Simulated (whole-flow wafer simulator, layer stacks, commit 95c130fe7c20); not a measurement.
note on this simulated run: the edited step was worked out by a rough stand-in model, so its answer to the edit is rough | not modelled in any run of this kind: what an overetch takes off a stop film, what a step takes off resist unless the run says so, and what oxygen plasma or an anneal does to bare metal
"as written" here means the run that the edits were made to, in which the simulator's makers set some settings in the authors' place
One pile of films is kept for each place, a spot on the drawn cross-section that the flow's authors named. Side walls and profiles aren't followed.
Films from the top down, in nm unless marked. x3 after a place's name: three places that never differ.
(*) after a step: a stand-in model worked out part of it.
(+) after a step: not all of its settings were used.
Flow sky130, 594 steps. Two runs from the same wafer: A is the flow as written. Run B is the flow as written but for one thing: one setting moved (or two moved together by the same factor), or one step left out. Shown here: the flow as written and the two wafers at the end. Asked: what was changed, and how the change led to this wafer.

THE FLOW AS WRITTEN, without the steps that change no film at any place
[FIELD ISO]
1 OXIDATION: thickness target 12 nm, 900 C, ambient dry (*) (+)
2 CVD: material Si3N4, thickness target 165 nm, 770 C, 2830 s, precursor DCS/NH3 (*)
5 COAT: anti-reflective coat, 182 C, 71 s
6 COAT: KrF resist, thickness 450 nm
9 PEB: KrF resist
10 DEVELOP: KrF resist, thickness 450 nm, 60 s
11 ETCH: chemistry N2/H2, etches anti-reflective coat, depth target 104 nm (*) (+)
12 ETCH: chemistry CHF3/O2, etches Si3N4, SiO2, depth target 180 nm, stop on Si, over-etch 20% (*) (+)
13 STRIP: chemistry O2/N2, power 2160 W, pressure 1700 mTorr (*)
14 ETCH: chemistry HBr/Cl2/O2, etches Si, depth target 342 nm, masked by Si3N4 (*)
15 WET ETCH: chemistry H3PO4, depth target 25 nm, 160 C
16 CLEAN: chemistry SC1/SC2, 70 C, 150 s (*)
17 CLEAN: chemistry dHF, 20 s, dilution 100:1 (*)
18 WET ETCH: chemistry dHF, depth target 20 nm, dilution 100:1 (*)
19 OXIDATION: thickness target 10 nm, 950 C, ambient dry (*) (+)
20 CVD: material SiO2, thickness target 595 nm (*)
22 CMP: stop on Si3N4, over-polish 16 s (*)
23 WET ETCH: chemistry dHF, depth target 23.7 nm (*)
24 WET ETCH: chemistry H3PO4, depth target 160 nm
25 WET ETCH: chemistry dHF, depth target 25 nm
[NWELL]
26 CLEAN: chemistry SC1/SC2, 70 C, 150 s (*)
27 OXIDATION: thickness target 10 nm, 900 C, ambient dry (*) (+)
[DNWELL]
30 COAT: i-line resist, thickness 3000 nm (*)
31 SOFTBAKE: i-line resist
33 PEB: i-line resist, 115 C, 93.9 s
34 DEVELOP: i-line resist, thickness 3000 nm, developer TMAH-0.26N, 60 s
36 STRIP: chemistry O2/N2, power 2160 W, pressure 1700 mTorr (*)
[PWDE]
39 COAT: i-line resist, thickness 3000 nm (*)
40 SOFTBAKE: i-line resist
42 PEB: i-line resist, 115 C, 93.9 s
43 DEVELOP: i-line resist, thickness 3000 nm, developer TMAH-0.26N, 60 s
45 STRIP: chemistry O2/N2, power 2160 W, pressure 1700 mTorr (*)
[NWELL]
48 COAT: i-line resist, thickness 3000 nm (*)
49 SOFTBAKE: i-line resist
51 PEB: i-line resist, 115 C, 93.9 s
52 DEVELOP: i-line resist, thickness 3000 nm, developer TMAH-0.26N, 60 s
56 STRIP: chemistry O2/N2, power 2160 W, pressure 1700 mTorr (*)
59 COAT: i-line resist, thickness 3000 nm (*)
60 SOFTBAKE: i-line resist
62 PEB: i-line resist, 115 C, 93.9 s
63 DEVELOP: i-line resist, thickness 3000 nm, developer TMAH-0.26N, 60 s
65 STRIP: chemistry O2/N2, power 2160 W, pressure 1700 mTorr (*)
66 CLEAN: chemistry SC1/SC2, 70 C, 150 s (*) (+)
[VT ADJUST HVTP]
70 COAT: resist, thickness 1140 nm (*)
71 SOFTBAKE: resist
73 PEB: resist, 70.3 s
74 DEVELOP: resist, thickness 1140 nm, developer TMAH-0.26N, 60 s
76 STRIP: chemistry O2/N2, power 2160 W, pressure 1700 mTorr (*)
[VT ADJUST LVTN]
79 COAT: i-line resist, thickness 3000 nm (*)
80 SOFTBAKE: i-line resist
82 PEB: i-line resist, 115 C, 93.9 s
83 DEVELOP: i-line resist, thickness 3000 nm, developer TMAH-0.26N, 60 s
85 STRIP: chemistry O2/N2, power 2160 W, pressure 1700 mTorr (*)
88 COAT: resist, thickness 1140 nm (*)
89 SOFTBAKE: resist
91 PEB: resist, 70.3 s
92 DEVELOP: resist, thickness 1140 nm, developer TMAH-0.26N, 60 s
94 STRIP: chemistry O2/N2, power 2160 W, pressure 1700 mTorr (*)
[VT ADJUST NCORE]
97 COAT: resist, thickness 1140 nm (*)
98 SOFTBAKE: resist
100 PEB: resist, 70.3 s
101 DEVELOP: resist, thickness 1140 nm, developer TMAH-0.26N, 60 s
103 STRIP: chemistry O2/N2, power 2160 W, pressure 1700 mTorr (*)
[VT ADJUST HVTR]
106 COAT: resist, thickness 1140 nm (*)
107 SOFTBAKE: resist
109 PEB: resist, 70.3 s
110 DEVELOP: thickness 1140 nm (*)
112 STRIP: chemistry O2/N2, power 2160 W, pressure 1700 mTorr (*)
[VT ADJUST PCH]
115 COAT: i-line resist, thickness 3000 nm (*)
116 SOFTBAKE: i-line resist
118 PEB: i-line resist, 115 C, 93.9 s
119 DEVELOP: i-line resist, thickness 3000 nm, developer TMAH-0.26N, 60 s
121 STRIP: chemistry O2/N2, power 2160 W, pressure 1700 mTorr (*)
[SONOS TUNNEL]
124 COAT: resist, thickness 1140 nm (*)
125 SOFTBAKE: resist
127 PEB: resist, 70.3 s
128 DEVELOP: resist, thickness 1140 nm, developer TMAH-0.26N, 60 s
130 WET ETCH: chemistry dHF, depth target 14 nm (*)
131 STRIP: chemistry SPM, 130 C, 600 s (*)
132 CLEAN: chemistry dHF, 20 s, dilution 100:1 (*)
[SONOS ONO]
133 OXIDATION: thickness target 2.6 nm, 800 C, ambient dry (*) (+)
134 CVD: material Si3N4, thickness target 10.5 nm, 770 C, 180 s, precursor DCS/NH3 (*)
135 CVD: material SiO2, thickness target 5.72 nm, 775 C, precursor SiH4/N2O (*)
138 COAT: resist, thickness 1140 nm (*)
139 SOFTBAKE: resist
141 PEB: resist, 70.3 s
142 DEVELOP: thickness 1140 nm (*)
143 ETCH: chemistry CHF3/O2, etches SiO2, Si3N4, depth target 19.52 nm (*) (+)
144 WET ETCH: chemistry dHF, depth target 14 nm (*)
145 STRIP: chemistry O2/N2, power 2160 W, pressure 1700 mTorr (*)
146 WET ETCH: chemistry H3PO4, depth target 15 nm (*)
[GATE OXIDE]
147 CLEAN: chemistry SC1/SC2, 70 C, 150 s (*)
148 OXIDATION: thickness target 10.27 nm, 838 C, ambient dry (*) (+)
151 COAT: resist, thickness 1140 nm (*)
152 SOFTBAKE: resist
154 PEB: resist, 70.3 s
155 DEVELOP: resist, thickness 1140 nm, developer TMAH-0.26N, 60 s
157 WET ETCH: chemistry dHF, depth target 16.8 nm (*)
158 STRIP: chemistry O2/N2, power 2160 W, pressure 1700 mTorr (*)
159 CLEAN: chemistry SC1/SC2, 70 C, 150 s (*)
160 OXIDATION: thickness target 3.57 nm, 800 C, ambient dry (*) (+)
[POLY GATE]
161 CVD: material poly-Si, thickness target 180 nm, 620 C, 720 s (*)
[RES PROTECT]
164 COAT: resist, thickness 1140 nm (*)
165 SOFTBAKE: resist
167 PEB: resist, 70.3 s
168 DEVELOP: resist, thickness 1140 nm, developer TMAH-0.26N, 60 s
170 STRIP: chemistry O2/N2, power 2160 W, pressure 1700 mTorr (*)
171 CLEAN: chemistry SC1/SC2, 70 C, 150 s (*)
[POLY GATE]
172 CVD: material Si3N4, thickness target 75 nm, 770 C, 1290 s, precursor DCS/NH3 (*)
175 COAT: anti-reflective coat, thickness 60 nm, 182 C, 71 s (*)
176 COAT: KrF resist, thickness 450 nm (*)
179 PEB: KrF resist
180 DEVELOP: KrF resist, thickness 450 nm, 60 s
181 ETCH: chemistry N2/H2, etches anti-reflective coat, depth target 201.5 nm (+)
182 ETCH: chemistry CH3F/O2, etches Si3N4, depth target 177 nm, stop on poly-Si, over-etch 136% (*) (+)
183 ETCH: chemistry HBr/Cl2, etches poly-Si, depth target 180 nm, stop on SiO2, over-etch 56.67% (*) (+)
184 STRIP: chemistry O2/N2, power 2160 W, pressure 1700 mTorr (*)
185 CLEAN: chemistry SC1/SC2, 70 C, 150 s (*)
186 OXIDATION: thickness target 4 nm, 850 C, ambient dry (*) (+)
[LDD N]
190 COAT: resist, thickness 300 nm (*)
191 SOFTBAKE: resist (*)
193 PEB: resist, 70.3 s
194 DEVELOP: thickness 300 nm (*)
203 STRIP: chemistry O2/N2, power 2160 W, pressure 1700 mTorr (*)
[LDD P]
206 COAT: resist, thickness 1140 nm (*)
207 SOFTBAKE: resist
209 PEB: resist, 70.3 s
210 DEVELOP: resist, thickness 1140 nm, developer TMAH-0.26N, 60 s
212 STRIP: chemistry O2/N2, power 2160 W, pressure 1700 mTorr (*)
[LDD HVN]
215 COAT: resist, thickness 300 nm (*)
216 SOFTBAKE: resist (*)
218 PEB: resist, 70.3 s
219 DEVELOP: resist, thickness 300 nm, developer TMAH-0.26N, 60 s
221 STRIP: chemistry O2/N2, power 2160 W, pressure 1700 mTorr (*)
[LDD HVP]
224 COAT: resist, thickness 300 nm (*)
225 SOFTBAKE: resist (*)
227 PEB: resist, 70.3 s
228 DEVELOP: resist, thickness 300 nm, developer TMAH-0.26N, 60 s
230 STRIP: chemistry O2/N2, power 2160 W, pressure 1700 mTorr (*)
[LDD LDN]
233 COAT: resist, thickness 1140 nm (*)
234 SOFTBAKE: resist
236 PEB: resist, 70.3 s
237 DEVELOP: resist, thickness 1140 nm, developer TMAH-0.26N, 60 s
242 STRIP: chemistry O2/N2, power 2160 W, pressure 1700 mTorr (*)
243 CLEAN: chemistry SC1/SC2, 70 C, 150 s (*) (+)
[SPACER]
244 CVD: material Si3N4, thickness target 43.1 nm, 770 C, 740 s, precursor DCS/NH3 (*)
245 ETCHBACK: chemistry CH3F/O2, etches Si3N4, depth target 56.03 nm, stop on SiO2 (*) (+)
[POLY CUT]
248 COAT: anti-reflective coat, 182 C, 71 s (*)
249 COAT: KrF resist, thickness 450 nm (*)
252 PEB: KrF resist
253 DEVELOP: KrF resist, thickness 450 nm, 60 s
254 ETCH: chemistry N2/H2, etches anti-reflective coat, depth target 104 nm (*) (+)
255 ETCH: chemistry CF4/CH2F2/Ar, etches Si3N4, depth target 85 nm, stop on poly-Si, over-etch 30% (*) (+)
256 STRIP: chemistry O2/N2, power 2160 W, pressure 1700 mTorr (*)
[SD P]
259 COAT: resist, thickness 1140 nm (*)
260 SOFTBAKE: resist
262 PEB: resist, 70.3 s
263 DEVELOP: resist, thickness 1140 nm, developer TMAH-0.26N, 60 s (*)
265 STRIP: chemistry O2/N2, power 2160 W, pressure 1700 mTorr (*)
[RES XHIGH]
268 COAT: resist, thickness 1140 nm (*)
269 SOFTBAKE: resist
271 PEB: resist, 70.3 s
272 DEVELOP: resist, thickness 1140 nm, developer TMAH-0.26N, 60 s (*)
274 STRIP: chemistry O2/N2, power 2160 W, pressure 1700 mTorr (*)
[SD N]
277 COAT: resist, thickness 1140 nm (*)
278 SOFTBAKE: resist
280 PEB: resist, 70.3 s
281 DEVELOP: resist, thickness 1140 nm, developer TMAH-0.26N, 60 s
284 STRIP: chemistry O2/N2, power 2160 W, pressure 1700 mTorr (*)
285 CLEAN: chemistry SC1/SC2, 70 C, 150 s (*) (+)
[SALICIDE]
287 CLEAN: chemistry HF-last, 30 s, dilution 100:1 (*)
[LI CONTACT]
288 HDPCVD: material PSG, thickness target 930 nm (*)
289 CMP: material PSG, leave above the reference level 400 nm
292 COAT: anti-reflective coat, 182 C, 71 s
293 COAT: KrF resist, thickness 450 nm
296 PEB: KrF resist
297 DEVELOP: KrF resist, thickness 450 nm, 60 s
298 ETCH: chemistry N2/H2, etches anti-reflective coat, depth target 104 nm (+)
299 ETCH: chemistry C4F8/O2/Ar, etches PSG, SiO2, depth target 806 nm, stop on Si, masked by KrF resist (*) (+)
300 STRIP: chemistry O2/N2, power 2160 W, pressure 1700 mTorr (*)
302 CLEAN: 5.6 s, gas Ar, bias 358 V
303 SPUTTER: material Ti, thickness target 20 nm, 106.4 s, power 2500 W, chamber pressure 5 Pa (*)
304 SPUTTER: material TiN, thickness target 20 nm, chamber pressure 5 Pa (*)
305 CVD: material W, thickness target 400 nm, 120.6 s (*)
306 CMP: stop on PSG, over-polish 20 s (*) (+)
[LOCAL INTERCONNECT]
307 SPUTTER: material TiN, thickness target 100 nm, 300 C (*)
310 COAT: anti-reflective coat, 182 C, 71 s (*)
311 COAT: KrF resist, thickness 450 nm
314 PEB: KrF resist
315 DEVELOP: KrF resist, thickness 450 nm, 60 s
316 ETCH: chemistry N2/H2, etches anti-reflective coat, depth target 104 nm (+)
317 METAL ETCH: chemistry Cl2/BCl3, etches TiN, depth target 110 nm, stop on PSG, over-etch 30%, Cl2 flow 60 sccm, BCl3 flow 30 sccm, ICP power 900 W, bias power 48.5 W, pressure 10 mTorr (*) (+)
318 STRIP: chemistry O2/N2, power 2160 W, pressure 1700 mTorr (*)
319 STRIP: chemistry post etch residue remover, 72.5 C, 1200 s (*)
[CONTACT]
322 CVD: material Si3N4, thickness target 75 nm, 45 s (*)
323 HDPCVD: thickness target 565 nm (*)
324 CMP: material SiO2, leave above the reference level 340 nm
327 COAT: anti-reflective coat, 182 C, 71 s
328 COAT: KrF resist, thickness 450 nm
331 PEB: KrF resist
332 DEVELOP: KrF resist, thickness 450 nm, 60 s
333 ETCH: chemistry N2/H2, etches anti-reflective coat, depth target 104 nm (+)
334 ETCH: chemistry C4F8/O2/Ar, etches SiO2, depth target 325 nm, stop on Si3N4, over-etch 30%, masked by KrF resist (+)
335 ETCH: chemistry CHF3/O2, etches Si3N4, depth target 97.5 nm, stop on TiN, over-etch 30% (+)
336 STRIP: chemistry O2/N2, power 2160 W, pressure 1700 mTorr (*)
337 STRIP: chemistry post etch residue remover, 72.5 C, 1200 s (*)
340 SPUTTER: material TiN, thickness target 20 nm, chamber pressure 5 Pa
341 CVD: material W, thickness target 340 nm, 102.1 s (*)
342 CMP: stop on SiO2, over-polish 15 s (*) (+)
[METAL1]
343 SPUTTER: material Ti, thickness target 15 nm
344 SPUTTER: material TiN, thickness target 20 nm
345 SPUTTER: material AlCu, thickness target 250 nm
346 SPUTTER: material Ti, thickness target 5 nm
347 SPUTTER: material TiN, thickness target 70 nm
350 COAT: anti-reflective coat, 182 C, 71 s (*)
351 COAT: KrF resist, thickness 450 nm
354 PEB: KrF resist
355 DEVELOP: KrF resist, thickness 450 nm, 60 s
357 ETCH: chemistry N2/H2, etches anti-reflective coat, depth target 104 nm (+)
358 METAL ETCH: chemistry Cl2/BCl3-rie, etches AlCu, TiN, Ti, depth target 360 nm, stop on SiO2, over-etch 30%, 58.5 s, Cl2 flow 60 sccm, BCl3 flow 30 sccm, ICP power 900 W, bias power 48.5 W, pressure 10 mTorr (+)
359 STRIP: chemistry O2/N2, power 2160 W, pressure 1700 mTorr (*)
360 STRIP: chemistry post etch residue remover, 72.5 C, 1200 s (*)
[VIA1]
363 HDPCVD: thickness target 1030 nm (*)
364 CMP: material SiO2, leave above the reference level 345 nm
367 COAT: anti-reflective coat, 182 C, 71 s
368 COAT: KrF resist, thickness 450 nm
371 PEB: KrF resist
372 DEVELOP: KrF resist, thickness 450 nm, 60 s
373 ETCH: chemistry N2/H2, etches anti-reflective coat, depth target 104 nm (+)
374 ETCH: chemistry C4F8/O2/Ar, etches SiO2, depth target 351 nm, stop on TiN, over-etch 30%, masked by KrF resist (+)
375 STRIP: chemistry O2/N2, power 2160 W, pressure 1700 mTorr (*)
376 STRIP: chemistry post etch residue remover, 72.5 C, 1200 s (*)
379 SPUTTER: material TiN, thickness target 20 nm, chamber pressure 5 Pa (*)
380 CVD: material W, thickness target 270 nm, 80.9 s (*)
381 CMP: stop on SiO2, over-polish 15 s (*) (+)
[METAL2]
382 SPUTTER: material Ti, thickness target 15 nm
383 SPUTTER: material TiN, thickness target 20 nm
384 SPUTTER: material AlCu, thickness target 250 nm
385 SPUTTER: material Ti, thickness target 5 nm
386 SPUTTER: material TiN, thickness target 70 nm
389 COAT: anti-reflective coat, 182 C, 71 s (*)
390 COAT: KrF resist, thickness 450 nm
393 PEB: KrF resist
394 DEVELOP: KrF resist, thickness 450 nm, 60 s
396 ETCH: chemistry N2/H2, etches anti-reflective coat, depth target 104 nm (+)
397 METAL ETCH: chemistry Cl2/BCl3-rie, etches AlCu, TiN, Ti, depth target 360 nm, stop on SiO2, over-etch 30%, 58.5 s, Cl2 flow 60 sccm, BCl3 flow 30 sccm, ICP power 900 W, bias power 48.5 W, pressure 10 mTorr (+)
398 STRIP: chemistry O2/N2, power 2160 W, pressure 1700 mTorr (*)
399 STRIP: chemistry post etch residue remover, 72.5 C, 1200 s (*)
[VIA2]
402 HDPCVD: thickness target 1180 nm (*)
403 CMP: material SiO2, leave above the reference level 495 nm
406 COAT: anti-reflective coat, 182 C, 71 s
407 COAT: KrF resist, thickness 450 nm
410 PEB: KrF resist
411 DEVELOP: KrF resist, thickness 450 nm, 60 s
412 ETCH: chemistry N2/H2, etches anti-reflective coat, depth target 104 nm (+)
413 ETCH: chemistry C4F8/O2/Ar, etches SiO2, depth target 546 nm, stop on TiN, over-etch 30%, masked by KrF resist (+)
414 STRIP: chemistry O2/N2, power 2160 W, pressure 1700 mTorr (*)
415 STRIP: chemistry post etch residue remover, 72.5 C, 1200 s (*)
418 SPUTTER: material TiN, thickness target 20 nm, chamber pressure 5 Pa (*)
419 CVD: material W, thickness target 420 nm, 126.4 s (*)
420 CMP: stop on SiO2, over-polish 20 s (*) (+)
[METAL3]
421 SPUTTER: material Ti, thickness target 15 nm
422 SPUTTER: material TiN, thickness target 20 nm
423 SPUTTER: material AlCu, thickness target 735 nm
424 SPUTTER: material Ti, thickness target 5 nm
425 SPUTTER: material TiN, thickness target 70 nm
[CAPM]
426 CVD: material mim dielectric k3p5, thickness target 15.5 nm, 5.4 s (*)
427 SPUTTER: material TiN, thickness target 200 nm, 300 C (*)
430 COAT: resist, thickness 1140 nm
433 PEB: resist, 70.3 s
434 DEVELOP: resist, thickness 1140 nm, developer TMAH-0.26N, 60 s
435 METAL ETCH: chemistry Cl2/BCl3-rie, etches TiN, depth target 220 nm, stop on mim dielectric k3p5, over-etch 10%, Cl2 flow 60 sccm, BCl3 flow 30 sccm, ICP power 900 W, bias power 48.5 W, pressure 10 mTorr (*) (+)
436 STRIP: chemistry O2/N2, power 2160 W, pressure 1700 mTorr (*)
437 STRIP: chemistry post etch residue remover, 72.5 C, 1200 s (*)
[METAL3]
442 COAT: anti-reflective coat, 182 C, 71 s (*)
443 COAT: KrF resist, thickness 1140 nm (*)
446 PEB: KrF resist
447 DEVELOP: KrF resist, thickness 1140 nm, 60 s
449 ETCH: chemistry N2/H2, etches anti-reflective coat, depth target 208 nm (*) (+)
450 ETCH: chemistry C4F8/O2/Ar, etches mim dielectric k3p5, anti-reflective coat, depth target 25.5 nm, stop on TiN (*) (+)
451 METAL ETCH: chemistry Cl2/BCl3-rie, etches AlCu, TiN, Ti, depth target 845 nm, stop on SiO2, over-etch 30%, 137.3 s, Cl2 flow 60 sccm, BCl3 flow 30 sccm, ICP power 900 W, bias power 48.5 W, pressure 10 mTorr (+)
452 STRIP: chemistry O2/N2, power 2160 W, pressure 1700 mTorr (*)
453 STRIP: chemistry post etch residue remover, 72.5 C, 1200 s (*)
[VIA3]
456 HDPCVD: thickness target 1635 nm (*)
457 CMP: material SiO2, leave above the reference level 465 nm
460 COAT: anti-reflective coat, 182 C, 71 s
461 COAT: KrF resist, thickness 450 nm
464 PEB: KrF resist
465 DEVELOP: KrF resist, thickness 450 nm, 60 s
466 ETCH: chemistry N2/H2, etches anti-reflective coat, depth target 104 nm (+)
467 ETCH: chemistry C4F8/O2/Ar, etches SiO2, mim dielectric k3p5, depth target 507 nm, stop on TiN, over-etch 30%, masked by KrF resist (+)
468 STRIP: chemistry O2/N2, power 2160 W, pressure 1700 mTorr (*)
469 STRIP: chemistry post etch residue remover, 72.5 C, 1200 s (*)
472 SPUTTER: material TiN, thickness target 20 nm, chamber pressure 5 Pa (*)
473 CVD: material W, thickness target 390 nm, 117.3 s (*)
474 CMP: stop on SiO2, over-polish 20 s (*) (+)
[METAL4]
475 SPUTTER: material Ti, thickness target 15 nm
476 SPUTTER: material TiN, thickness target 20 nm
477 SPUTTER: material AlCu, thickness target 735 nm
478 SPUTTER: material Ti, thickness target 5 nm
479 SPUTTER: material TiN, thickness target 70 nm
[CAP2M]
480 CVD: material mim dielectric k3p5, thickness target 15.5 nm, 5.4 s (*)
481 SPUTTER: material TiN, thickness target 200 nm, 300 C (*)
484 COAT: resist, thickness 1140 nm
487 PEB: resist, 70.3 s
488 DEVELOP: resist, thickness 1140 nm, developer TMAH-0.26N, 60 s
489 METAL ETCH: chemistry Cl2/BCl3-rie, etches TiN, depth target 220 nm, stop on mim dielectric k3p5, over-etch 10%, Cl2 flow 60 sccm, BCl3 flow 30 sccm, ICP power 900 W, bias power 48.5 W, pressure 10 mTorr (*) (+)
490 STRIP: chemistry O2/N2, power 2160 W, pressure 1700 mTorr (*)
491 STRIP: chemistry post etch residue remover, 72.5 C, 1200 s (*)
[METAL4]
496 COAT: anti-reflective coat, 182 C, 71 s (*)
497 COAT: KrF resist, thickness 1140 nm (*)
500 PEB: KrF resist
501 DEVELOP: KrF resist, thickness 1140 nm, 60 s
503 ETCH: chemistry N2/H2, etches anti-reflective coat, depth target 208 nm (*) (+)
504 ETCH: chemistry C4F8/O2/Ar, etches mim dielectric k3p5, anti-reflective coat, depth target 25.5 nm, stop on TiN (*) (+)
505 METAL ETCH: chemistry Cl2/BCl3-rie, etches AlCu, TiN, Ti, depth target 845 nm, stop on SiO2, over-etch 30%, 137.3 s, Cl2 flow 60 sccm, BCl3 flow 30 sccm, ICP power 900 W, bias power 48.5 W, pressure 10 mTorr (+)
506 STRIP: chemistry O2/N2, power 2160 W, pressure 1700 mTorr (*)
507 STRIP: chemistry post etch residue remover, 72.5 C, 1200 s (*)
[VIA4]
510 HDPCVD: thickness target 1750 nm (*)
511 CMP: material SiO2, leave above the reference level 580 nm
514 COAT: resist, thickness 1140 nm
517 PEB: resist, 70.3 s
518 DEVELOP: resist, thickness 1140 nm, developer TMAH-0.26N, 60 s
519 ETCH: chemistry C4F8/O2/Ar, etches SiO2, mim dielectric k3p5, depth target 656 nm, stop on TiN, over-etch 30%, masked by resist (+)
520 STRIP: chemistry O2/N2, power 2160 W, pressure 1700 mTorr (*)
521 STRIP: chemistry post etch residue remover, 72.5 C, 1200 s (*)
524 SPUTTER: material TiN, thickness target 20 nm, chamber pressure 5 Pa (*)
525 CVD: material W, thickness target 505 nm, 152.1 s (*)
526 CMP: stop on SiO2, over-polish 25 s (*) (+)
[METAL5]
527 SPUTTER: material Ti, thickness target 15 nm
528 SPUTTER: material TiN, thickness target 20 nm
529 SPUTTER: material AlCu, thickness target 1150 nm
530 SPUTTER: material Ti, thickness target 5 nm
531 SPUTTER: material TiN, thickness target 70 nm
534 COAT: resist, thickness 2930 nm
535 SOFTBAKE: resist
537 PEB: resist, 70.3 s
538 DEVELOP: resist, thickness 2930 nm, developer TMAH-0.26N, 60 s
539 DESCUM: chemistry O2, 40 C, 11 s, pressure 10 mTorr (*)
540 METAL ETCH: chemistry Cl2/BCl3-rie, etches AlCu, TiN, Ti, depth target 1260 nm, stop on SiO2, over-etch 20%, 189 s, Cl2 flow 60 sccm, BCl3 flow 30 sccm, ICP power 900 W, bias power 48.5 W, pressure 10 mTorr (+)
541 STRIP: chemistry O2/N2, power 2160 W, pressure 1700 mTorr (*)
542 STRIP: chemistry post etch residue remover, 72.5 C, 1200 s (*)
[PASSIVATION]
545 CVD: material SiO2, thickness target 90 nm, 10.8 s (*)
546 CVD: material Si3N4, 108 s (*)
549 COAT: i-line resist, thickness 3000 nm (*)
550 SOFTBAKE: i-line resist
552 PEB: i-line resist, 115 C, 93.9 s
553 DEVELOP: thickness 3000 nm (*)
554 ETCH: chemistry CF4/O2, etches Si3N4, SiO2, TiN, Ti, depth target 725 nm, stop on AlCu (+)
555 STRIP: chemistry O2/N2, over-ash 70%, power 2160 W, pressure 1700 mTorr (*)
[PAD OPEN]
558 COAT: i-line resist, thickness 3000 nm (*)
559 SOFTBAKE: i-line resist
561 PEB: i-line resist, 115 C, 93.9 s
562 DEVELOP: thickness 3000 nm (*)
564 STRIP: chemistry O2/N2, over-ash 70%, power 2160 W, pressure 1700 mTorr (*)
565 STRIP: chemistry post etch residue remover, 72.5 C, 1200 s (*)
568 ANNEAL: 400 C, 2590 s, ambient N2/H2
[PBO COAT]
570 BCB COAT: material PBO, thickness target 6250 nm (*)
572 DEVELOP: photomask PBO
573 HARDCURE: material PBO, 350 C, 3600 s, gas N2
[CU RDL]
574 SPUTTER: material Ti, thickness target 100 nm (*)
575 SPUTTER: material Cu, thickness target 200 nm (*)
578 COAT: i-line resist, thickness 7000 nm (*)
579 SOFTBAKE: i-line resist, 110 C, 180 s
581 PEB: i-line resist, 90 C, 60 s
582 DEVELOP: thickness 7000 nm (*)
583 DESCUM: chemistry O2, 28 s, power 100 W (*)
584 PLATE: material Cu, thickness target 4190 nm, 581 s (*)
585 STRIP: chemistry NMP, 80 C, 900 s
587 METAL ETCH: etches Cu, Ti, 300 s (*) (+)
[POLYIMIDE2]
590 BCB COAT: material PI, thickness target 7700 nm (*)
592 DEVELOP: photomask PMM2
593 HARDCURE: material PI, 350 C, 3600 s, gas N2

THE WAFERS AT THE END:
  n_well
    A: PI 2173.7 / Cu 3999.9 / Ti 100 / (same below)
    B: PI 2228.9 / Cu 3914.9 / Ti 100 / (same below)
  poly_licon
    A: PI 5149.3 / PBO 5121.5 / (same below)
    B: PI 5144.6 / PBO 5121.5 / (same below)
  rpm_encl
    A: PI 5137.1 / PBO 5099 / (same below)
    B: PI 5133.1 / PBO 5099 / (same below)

The cause: step 575, SPUTTER: thickness target 115 nm was run, where the flow has thickness target 200 nm.

How the change led to this, step by step:
  575 SPUTTER: material Cu, thickness target 200 nm (*)
      field, active, n_well and 190 more: A Cu +200 (new film) | B Cu +115 (new film)
  587 METAL ETCH: etches Cu, Ti, 300 s (*) (+)
      field, active, gate and 167 more: A Cu -200 (all of it), Ti -100 (all of it) | B Cu -115 (all of it), Ti -100 (all of it)
  590 BCB COAT: material PI, thickness target 7700 nm (*)
      n_well, p_well, sd_n, sd_p: A PI +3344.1 (new film) | B PI +3429.1 (new film)
      mim: A PI +3670.5 (new film) | B PI +3751.7 (new film)
      (and at 10 more places)
  593 HARDCURE: material PI, 350 C, 3600 s, gas N2
      n_well, p_well, sd_n, sd_p: A PI -1170.4 | B PI -1200.2
